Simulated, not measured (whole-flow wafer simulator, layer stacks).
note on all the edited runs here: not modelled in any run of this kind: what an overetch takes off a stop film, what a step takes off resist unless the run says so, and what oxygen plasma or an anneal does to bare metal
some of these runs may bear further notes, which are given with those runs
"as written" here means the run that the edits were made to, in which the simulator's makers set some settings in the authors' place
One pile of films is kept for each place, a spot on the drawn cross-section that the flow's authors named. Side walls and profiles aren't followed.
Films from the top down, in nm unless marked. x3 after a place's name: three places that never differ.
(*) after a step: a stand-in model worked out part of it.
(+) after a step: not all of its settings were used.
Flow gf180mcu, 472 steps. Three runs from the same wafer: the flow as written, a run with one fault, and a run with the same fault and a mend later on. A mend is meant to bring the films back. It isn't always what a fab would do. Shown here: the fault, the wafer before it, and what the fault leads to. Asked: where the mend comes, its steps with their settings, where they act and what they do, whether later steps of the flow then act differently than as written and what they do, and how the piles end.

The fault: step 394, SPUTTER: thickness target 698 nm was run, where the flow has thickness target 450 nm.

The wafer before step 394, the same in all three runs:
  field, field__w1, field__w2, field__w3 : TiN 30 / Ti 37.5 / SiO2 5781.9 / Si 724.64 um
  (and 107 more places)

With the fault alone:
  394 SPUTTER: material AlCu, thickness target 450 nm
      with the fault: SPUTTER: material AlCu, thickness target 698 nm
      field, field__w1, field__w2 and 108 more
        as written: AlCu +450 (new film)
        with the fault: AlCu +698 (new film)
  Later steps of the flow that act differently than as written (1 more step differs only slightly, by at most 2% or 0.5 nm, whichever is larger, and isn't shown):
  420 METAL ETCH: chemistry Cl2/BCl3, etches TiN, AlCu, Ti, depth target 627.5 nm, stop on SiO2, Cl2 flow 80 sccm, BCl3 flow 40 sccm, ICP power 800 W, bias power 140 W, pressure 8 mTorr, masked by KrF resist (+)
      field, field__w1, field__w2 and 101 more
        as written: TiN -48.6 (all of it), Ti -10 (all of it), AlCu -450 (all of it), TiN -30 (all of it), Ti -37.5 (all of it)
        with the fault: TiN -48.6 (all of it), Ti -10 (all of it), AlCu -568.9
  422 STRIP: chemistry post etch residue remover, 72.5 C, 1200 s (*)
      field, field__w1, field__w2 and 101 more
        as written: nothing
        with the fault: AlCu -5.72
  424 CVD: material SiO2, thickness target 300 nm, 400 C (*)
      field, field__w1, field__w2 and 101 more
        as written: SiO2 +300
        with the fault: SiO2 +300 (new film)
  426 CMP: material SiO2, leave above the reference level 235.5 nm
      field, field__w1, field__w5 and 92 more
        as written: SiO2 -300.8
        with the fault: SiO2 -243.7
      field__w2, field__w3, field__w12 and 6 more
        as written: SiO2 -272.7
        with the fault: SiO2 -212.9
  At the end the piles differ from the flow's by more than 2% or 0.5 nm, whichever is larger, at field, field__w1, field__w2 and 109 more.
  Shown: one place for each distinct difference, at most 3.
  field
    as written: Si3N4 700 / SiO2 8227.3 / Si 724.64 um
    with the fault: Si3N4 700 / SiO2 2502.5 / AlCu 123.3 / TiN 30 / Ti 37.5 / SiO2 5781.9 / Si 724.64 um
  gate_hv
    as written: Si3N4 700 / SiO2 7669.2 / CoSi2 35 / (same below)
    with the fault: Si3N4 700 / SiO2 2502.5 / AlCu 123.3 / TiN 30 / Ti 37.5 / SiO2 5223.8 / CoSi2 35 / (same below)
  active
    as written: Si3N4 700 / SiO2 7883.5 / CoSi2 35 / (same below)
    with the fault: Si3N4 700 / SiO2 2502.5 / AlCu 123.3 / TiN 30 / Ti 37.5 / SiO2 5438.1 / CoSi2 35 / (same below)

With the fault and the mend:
  The mend comes after step 394.
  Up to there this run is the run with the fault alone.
  394a METAL ETCH: chemistry Cl2/BCl3, etches TiN, AlCu, Ti, depth target 248 nm, Cl2 flow 80 sccm, BCl3 flow 40 sccm, ICP power 800 W, bias power 140 W, pressure 8 mTorr (the flow's step 260 once more, with other settings)
      field, field__w1, field__w2 and 108 more
        AlCu -248
  No later step of the flow acts differently than as written at any place that is followed.
  At the end the piles are the same as the flow's at every place that both follow.
